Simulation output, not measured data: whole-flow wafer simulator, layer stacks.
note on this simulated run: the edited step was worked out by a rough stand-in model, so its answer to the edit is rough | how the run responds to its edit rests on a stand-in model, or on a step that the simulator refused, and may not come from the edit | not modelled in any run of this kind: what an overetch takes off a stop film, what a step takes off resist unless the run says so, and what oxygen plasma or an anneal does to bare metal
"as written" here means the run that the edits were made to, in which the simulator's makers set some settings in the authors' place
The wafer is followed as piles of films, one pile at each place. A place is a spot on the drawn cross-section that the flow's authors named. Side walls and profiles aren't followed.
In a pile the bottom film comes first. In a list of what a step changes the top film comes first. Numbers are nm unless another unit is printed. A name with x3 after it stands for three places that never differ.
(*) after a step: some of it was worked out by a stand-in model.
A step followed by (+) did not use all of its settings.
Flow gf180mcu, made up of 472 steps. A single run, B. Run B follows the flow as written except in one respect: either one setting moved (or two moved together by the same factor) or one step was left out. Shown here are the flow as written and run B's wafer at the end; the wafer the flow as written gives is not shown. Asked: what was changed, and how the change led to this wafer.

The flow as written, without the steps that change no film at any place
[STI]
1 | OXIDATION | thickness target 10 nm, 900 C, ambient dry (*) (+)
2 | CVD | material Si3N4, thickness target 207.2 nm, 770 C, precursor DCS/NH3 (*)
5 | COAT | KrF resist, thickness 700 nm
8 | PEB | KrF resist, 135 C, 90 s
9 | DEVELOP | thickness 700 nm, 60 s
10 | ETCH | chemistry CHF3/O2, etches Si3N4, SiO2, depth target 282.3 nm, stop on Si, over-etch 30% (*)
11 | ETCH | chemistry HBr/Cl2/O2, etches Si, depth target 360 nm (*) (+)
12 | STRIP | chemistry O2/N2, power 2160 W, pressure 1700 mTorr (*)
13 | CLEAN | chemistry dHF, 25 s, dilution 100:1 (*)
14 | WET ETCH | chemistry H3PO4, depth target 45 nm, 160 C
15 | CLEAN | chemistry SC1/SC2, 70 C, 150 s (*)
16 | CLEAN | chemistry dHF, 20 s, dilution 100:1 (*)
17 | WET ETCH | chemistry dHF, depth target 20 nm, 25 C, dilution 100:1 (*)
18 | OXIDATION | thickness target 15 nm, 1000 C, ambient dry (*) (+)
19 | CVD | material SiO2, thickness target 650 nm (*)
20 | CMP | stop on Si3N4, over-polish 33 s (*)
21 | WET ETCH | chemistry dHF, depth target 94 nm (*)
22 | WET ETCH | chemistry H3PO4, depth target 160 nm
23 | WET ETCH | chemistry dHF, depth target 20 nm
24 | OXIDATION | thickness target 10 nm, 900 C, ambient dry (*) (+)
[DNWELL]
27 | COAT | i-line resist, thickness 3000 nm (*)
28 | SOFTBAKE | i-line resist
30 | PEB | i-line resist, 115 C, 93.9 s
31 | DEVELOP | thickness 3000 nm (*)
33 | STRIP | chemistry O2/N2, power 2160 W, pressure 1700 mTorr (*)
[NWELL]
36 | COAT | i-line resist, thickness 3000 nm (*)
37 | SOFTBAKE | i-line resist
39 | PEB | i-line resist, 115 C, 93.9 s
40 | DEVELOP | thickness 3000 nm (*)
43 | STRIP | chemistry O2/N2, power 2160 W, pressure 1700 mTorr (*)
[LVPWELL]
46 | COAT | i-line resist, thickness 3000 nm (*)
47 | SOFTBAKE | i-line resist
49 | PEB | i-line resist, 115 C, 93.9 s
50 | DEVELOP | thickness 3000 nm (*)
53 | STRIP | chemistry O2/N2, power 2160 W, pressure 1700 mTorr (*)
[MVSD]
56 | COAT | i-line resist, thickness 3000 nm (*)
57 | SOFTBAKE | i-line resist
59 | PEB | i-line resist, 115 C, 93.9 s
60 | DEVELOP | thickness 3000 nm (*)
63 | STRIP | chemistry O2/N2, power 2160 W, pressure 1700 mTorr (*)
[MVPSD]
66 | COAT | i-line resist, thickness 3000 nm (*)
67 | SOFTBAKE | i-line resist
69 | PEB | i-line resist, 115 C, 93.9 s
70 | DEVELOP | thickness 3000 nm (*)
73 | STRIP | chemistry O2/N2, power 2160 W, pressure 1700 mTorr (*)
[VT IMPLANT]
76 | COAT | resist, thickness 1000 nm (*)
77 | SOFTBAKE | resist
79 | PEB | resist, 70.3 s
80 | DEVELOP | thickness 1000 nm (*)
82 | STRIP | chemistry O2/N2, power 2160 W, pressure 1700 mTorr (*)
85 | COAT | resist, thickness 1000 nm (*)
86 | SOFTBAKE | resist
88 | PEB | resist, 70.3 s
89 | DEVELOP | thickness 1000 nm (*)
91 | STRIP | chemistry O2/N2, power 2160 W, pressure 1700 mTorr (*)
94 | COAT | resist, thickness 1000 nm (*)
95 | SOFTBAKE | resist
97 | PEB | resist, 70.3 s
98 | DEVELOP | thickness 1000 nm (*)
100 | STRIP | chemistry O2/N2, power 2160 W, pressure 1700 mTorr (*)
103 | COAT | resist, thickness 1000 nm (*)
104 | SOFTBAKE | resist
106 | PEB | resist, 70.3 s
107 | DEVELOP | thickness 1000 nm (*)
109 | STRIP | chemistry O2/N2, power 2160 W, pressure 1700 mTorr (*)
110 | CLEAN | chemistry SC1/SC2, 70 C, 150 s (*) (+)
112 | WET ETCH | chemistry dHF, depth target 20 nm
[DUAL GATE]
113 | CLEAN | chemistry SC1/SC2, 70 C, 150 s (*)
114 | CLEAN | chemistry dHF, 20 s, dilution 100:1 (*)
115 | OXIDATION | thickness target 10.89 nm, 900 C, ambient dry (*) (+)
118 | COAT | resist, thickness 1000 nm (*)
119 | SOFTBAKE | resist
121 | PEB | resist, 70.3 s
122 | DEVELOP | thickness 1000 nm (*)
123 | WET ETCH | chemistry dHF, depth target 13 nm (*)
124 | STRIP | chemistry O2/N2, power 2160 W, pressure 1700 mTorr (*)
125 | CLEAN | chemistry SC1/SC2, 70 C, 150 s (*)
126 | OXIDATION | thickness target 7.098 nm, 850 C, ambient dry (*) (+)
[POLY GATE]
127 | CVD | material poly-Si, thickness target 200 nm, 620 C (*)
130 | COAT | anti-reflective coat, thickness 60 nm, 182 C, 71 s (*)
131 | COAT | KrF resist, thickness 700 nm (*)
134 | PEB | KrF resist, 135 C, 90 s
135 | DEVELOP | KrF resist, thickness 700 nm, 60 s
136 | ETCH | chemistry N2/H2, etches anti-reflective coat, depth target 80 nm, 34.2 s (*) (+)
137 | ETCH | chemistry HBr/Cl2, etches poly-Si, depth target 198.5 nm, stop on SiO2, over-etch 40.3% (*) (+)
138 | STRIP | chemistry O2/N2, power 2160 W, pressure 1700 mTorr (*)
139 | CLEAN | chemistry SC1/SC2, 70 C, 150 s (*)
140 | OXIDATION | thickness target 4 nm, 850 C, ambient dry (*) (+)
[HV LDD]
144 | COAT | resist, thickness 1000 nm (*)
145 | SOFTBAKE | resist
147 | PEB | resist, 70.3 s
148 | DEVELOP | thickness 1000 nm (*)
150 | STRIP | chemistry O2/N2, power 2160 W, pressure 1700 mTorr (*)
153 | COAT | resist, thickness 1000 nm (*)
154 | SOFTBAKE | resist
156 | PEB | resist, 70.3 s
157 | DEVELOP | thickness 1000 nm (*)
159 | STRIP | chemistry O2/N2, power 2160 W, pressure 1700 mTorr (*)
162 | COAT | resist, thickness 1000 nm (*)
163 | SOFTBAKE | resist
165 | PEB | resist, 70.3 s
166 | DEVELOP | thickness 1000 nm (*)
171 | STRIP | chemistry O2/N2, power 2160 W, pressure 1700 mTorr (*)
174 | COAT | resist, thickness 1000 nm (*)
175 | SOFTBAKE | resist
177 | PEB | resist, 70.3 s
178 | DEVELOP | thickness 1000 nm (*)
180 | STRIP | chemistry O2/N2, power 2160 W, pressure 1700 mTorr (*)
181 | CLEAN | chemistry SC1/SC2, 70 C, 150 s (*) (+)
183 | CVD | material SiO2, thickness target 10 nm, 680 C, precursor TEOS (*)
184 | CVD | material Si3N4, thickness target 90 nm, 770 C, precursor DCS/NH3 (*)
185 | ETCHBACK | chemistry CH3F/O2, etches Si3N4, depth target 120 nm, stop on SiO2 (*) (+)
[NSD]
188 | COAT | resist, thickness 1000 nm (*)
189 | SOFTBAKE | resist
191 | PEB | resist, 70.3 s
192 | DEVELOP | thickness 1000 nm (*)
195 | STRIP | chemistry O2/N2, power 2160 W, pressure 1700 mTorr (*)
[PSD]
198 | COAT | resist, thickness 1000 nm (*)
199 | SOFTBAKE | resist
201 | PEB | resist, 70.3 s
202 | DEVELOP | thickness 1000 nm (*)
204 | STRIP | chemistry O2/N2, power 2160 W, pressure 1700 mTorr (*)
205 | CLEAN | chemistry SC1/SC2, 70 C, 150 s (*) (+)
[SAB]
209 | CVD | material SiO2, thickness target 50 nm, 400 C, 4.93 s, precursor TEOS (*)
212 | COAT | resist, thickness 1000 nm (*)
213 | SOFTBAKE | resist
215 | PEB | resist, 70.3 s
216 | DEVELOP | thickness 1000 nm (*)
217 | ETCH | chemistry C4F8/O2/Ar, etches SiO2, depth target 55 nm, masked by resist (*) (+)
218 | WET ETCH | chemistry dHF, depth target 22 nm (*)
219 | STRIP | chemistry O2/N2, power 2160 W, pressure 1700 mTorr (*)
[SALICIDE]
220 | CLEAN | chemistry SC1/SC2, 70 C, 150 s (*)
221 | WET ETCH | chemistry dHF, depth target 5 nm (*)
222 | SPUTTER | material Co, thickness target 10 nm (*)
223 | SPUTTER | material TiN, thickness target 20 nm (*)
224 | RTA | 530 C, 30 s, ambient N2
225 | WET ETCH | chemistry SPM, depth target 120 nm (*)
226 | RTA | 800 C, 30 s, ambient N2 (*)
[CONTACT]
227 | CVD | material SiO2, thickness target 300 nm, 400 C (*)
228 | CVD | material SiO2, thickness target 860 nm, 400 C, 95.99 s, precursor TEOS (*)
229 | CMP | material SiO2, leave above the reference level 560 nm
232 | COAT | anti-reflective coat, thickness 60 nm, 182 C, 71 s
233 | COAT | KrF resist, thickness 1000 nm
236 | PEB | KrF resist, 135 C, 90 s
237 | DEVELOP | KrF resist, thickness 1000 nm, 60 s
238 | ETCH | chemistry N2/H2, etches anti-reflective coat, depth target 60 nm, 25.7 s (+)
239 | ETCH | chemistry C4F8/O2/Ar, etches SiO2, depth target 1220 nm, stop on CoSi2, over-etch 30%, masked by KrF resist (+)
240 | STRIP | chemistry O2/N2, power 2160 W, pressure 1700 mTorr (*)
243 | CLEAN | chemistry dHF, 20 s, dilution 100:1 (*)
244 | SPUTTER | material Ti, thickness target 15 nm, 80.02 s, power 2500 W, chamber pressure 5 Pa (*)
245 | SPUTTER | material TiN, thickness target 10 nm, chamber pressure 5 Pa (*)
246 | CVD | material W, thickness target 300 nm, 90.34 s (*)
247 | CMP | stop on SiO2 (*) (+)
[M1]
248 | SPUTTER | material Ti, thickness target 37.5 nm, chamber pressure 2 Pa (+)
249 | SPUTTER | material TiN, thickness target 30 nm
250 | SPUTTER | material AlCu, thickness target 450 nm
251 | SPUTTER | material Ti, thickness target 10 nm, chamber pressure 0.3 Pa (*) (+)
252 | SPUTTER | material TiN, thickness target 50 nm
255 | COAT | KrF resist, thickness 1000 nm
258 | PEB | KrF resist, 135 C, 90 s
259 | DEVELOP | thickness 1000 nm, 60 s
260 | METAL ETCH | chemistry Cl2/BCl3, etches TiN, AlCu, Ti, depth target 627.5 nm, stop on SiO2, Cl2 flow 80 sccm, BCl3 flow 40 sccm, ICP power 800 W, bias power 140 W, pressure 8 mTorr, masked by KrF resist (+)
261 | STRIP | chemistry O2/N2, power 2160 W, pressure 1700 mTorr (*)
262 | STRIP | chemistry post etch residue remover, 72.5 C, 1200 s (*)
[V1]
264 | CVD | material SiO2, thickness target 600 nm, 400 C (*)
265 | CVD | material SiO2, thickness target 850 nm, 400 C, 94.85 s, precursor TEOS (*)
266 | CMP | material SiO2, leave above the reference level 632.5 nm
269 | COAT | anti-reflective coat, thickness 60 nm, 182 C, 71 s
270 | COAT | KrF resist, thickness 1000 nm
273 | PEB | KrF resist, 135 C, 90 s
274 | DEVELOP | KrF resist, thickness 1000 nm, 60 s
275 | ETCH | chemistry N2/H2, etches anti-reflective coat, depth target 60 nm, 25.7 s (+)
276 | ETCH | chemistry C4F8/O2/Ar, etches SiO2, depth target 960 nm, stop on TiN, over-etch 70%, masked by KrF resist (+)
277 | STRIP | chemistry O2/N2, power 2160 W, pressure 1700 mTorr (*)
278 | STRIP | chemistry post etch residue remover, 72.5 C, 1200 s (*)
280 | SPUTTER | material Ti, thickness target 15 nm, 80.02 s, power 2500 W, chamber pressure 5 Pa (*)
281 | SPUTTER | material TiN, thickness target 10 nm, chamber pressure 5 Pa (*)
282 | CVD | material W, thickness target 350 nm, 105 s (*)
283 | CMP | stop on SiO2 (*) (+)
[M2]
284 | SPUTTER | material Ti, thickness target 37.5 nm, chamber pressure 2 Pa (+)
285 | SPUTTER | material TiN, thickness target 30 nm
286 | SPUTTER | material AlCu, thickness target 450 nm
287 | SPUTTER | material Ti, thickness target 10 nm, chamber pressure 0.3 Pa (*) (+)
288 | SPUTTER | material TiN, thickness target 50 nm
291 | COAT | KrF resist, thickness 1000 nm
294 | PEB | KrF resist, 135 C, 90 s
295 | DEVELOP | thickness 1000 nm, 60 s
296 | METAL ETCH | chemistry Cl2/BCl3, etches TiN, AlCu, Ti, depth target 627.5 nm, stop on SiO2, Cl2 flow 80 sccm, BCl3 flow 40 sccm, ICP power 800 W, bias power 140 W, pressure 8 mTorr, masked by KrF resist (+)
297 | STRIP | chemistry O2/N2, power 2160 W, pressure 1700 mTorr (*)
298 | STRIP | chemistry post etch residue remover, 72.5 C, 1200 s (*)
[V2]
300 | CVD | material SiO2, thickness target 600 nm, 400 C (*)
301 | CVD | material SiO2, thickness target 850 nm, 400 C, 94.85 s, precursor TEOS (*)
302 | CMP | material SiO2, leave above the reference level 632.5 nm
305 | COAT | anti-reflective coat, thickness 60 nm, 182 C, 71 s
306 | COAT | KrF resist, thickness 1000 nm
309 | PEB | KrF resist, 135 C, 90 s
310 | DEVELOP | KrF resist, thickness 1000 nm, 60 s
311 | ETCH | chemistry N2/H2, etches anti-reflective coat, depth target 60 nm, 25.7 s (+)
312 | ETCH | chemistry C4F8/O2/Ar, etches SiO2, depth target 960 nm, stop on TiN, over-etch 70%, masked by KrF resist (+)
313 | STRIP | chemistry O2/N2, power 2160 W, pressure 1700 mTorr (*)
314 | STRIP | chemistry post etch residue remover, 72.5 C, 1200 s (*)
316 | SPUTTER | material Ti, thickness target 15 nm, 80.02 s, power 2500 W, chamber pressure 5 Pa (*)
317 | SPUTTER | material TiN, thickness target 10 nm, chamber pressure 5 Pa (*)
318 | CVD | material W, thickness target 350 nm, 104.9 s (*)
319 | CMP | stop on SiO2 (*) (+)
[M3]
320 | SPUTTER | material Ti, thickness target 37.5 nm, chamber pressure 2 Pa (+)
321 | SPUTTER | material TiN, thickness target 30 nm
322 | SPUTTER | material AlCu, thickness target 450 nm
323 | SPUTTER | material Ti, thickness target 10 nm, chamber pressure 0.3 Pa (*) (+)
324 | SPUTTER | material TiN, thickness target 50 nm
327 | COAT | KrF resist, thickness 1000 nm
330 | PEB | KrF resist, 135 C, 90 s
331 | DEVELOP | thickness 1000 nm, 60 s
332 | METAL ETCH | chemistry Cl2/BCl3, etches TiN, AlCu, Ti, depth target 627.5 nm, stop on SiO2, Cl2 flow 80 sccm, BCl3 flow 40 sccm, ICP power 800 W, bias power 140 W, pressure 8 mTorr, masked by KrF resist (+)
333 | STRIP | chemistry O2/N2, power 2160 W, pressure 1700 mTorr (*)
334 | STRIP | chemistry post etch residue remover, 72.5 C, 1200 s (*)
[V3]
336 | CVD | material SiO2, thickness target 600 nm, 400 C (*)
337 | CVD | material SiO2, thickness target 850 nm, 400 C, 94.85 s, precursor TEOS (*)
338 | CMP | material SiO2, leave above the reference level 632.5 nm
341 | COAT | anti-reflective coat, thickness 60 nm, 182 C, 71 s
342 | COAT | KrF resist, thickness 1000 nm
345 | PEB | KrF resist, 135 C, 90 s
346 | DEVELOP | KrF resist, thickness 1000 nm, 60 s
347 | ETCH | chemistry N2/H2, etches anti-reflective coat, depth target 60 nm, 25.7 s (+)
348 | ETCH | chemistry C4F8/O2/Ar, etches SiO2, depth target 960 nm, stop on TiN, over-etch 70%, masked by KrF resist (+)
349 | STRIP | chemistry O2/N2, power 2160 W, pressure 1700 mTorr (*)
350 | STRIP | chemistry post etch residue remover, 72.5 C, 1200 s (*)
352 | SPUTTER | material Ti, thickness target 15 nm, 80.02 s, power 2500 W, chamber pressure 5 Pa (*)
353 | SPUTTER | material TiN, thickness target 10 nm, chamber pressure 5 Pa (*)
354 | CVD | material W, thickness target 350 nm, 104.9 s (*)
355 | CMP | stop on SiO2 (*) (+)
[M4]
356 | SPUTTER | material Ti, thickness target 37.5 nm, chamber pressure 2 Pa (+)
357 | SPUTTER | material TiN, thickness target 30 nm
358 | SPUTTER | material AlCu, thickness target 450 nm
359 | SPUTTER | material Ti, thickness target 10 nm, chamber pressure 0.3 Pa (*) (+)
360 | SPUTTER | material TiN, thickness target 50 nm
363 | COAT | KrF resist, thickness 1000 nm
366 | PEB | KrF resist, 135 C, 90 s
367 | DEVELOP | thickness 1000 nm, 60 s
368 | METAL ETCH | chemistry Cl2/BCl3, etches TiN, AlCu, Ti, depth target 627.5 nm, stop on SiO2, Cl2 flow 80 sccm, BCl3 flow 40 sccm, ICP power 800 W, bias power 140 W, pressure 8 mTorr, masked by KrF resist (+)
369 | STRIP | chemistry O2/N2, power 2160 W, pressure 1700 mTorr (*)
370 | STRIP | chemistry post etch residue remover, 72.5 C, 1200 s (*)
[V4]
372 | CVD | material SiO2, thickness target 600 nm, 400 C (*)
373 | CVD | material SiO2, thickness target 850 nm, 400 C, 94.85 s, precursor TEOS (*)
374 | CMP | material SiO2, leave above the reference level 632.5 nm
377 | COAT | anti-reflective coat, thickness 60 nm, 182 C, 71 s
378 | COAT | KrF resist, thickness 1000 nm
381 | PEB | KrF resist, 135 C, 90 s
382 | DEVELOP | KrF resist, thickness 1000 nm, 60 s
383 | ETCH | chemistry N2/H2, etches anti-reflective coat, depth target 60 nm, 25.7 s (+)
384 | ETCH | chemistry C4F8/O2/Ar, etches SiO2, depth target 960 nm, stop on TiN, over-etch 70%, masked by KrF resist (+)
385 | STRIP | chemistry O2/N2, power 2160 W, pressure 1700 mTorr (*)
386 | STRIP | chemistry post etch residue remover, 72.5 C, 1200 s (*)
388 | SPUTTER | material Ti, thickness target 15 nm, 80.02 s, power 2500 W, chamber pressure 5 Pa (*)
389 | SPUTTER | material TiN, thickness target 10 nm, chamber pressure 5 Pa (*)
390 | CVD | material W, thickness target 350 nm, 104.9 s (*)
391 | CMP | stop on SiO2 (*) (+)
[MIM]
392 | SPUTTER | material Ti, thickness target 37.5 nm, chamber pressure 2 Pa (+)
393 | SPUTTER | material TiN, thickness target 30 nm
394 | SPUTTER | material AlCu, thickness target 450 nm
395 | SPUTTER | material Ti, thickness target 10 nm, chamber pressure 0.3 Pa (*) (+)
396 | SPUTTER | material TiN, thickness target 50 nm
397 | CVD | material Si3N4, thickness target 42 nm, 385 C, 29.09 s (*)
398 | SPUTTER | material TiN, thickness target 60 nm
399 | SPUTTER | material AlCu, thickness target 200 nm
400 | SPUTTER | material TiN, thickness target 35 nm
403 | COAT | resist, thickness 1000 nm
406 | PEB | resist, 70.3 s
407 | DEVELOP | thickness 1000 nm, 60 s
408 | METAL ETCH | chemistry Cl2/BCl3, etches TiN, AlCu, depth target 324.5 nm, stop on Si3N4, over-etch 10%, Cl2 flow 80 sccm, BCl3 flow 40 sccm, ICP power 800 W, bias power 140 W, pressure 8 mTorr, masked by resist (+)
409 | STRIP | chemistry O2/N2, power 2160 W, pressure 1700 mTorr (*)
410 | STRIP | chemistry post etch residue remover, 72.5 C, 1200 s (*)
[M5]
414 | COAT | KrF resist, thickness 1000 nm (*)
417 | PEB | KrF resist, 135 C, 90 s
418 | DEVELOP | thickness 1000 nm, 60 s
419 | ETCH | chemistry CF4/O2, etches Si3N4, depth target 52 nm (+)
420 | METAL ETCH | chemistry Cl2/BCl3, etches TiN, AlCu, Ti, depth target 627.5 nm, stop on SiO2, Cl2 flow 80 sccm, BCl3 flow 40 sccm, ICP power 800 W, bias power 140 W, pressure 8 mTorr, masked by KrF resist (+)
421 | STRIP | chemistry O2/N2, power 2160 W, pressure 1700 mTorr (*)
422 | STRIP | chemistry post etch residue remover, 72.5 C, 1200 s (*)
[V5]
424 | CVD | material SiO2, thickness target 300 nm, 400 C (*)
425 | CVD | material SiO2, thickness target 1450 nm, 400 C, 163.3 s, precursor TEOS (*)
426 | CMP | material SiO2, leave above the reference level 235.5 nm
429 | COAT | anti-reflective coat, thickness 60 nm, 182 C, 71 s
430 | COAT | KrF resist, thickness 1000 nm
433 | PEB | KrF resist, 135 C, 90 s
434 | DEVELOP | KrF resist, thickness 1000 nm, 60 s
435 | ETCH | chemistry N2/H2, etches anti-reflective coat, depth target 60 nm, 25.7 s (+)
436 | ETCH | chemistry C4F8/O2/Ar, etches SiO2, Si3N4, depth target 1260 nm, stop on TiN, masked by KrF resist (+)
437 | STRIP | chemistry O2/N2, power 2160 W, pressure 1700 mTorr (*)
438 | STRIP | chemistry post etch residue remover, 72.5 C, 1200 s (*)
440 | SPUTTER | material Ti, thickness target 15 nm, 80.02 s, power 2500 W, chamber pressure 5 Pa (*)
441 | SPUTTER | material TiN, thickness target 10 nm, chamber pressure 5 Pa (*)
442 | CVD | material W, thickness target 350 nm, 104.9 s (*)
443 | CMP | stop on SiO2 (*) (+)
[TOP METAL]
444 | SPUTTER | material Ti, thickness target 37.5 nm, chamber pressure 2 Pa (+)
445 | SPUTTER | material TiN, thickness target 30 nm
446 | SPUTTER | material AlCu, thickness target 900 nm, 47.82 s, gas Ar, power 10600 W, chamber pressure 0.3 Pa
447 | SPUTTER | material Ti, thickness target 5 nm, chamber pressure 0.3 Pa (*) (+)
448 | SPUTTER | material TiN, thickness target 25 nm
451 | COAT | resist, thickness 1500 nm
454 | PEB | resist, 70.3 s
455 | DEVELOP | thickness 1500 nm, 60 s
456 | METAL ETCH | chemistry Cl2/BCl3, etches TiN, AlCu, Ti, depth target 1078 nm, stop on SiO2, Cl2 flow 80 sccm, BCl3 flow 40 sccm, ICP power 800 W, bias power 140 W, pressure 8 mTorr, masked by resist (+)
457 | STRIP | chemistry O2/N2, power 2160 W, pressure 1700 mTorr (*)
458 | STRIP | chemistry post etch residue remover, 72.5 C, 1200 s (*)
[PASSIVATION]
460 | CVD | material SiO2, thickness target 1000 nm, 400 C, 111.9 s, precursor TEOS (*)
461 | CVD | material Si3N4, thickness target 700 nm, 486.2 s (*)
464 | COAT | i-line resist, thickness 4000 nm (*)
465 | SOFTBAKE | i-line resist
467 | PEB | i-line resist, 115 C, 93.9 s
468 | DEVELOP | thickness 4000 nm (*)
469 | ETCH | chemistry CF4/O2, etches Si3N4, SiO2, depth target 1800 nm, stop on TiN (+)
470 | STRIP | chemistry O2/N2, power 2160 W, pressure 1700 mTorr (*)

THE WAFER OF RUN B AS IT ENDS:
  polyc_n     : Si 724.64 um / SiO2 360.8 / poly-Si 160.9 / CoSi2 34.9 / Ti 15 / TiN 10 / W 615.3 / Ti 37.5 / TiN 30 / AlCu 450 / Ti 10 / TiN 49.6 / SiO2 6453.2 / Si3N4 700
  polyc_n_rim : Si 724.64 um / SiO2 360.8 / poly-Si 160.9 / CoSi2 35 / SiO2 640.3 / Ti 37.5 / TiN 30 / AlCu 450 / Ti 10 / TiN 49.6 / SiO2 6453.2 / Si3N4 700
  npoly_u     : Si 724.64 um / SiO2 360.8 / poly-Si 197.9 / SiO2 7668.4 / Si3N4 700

The reason: step 19, CVD: thickness target 504 nm was run, though the flow has thickness target 650 nm.

How this came from the change, step by step:
  19 | CVD | material SiO2, thickness target 650 nm (*)
      active, n_well, p_well and 40 more: +504 SiO2 (new film) (it would be, as written: +650 SiO2 (new film))
      field, field_sub, sti and 23 more: +504 SiO2 (it would be, as written: +650 SiO2)
      (and at 11 other places as well)
  20 | CMP | stop on Si3N4, over-polish 33 s (*)
      sti, mim_1p0, pad and 11 more: nothing (it would be, as written: -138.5 SiO2)
      nw_enc_fld, nw_enc_fld_lv: nothing (it would be, as written: -142.5 SiO2)
      (and at 64 other places as well)
  28 | SOFTBAKE | i-line resist
      ldn_fp, ldn_drn: +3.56 i-line resist (it would be, as written: +4.83 i-line resist)
      ldn_tap: +2.4 i-line resist (it would be, as written: +3.25 i-line resist)
      (and at 17 other places as well)
  37 | SOFTBAKE | i-line resist
      ldn_fp, ldn_drn: +3.56 i-line resist (it would be, as written: +4.83 i-line resist)
      ldn_tap: +2.4 i-line resist (it would be, as written: +3.25 i-line resist)
      (and at 17 other places as well)
  47 | SOFTBAKE | i-line resist
      ldn_fp, ldn_drn: +3.56 i-line resist (it would be, as written: +4.83 i-line resist)
      ldn_tap: +2.4 i-line resist (it would be, as written: +3.25 i-line resist)
      (and at 17 other places as well)
  57 | SOFTBAKE | i-line resist
      ldn_fp, ldn_drn: +3.56 i-line resist (it would be, as written: +4.83 i-line resist)
      ldn_tap: +2.4 i-line resist (it would be, as written: +3.25 i-line resist)
      (and at 17 other places as well)
  67 | SOFTBAKE | i-line resist
      ldn_fp, ldn_drn: +3.56 i-line resist (it would be, as written: +4.83 i-line resist)
      ldn_tap: +2.4 i-line resist (it would be, as written: +3.25 i-line resist)
      (and at 17 other places as well)
  130 | COAT | anti-reflective coat, thickness 60 nm, 182 C, 71 s (*)
      sti, mim_1p0, pad, dice_street: +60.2 anti-reflective coat (new film) (it would be, as written: +55.7 anti-reflective coat (new film))
      p_well, spacer, sd_n: +67.8 anti-reflective coat (new film) (it would be, as written: +70.9 anti-reflective coat (new film))
      (and at 25 other places as well)
  136 | ETCH | chemistry N2/H2, etches anti-reflective coat, depth target 80 nm, 34.2 s (*) (+)
      sti, mim_1p0, pad, dice_street: -60.2 anti-reflective coat (all of it), -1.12 poly-Si (it would be, as written: -55.7 anti-reflective coat (all of it), -1.24 poly-Si)
      p_well, spacer, sd_n: -67.8 anti-reflective coat (all of it), -0.93 poly-Si (it would be, as written: -70.9 anti-reflective coat (all of it), -0.85 poly-Si)
      (and at 21 other places as well)
  138 | STRIP | chemistry O2/N2, power 2160 W, pressure 1700 mTorr (*)
      polyc_n: +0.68 chemical SiO2 (new film), -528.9 KrF resist (all of it), -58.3 anti-reflective coat (all of it), -0.3 poly-Si (it would be, as written: +0.68 chemical SiO2 (new film), -527.8 KrF resist (all of it), -53.7 anti-reflective coat (all of it), -0.3 poly-Si)
      polyc_n_rim: +0.68 chemical SiO2 (new film), -529 KrF resist (all of it), -58.2 anti-reflective coat (all of it), -0.3 poly-Si (it would be, as written: +0.68 chemical SiO2 (new film), -528.2 KrF resist (all of it), -53.3 anti-reflective coat (all of it), -0.3 poly-Si)
      (and at 2 other places as well)
  188 | COAT | resist, thickness 1000 nm (*)
      ldp_drn: +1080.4 resist (new film) (it would be, as written: +1058.2 resist (new film))
  189 | SOFTBAKE | resist
      ldp_drn: -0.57 resist (it would be, as written: -1.64 resist)
  195 | STRIP | chemistry O2/N2, power 2160 W, pressure 1700 mTorr (*)
      ldp_drn: -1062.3 resist (all of it) (it would be, as written: -1039.5 resist (all of it))
  198 | COAT | resist, thickness 1000 nm (*)
      ldp_drn: +1080.4 resist (new film) (it would be, as written: +1058.2 resist (new film))
  199 | SOFTBAKE | resist
      ldp_drn: -0.57 resist (it would be, as written: -1.64 resist)
  202 | DEVELOP | thickness 1000 nm (*)
      ldp_drn: -1062.4 resist (all of it) (it would be, as written: -1039.5 resist (all of it))
  ... another 3 steps ...
  229 | CMP | material SiO2, leave above the reference level 560 nm
      sti, mim_1p0, pad, dice_street, iso_nw_fld, iso_fld_sub: -289.3 SiO2 (it would be, as written: -296.8 SiO2)
      ldn_out, ldn_fld__w1, ldp_out, ldp_fld__w2, ldp_fld__w3: -303.5 SiO2 (it would be, as written: -311 SiO2)
      (and at 3 other places as well)
